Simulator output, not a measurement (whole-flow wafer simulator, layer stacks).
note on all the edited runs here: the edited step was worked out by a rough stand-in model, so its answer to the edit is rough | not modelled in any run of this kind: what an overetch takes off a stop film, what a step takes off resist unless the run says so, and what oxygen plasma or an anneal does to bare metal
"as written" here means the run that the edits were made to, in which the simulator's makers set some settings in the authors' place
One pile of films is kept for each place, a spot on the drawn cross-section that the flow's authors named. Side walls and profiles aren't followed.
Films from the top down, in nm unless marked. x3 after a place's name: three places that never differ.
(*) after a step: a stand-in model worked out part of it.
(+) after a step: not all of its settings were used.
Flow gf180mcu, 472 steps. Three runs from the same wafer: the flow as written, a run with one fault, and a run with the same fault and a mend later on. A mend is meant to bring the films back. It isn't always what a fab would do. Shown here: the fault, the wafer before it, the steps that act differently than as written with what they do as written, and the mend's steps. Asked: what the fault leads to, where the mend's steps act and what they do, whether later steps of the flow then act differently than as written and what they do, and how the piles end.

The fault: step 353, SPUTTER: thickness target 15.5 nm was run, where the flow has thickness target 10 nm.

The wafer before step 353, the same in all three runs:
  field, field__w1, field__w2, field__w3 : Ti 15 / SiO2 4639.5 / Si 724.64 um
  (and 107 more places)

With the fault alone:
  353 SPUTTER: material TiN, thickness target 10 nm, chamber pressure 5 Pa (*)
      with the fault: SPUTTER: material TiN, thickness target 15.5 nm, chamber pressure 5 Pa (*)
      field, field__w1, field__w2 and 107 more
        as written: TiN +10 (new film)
        with the fault: TiN +15.5 (new film)
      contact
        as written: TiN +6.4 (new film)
        with the fault: TiN +9.91 (new film)
  Later steps of the flow that act differently than as written (1 more step differs only slightly, by at most 2% or 0.5 nm, whichever is larger, and isn't shown):
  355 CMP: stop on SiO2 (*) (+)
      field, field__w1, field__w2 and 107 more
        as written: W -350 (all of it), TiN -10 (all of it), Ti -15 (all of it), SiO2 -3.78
        with the fault: W -350 (all of it), TiN -15.5 (all of it), Ti -15 (all of it), SiO2 -3.84
  At the end the piles differ from the flow's by more than 2% or 0.5 nm, whichever is larger, at contact.
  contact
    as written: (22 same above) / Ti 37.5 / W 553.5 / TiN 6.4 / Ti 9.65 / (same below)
    with the fault: (22 same above) / Ti 37.5 / W 549.9 / TiN 9.91 / Ti 9.65 / (same below)

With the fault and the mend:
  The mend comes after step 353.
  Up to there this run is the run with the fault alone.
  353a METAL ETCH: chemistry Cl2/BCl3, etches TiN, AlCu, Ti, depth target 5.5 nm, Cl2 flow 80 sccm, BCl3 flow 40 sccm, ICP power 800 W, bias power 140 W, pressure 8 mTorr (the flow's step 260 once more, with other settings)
      field, field__w1, field__w2 and 108 more
        TiN -5.5
  No later step of the flow acts differently than as written, at any place that is followed, by more than 2% or 0.5 nm, whichever is larger.
  At the end the piles differ from the flow's by more than 2% or 0.5 nm, whichever is larger, at contact.
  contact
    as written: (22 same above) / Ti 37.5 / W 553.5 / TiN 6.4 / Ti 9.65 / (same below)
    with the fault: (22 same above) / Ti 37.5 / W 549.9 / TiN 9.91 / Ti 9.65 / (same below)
    with the mend: (22 same above) / Ti 37.5 / W 555.5 / TiN 4.41 / Ti 9.65 / (same below)
